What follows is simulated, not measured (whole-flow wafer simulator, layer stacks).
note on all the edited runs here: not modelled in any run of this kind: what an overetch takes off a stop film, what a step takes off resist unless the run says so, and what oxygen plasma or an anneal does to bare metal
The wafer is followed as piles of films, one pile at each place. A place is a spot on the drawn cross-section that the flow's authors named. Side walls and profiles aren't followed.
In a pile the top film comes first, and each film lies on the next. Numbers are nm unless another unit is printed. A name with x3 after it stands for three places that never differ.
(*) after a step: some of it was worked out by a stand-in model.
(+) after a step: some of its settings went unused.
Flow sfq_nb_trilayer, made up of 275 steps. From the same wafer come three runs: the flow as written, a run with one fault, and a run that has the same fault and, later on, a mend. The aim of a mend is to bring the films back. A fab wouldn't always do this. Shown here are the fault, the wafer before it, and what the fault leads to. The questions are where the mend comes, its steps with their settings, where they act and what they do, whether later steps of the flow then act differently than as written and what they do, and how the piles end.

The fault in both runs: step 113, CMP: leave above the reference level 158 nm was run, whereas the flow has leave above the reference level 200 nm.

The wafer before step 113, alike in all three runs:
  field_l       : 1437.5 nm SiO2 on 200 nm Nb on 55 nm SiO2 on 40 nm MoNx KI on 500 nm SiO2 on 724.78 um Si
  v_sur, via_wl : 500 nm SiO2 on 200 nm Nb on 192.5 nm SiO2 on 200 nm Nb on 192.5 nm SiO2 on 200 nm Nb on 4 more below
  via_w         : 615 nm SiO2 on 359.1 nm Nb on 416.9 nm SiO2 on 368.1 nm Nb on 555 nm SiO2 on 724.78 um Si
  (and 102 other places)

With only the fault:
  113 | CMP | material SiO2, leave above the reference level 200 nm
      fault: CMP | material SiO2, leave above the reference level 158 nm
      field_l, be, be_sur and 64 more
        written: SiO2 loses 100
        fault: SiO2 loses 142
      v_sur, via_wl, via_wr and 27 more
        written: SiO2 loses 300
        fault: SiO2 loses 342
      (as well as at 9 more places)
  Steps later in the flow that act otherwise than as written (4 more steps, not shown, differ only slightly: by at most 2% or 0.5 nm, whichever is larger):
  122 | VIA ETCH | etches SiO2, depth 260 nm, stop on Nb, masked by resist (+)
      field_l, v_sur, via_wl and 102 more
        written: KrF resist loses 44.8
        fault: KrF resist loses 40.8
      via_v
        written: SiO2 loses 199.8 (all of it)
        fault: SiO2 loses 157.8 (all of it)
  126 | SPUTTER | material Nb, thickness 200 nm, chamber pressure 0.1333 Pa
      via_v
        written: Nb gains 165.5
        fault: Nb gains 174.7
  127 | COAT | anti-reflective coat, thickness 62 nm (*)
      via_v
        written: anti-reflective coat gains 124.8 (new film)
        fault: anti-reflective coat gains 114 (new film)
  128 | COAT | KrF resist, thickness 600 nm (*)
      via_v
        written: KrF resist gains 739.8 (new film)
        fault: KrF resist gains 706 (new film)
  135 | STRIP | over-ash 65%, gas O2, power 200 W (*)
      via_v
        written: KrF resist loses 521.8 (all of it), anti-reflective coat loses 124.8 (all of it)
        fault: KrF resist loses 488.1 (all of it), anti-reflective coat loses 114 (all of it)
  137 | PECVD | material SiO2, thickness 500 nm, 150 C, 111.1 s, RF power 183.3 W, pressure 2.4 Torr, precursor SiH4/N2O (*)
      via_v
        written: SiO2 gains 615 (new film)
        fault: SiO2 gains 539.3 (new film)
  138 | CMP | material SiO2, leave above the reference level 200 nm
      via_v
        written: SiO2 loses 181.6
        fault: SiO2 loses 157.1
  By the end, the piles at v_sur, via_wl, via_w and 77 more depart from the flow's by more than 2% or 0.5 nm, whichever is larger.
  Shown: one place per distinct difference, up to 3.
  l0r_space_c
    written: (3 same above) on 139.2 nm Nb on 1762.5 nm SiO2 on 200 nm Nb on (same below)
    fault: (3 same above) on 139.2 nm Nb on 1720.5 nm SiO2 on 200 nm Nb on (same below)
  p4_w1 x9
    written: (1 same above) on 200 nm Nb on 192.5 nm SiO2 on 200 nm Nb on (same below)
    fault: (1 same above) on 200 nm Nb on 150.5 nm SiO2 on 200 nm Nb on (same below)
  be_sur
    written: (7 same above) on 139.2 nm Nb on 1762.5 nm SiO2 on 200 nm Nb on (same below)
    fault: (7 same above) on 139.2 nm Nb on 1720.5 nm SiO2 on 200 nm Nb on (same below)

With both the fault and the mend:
  The mend stands after step 114.
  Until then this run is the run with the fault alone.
  114a | PECVD | material SiO2, thickness 42 nm, 150 C, 9.333 s, RF power 183.3 W, pressure 2.4 Torr, precursor SiH4/N2O (the flow's step 112 again, with other settings)
      field_l, v_sur, via_wl and 103 more
        SiO2 gains 42
  None of the later steps of the flow differs from how it acts as written, at any place that is followed, by more than 2% or 0.5 nm, whichever is larger.
  By the end, the piles equal the flow's at every place that both follow.
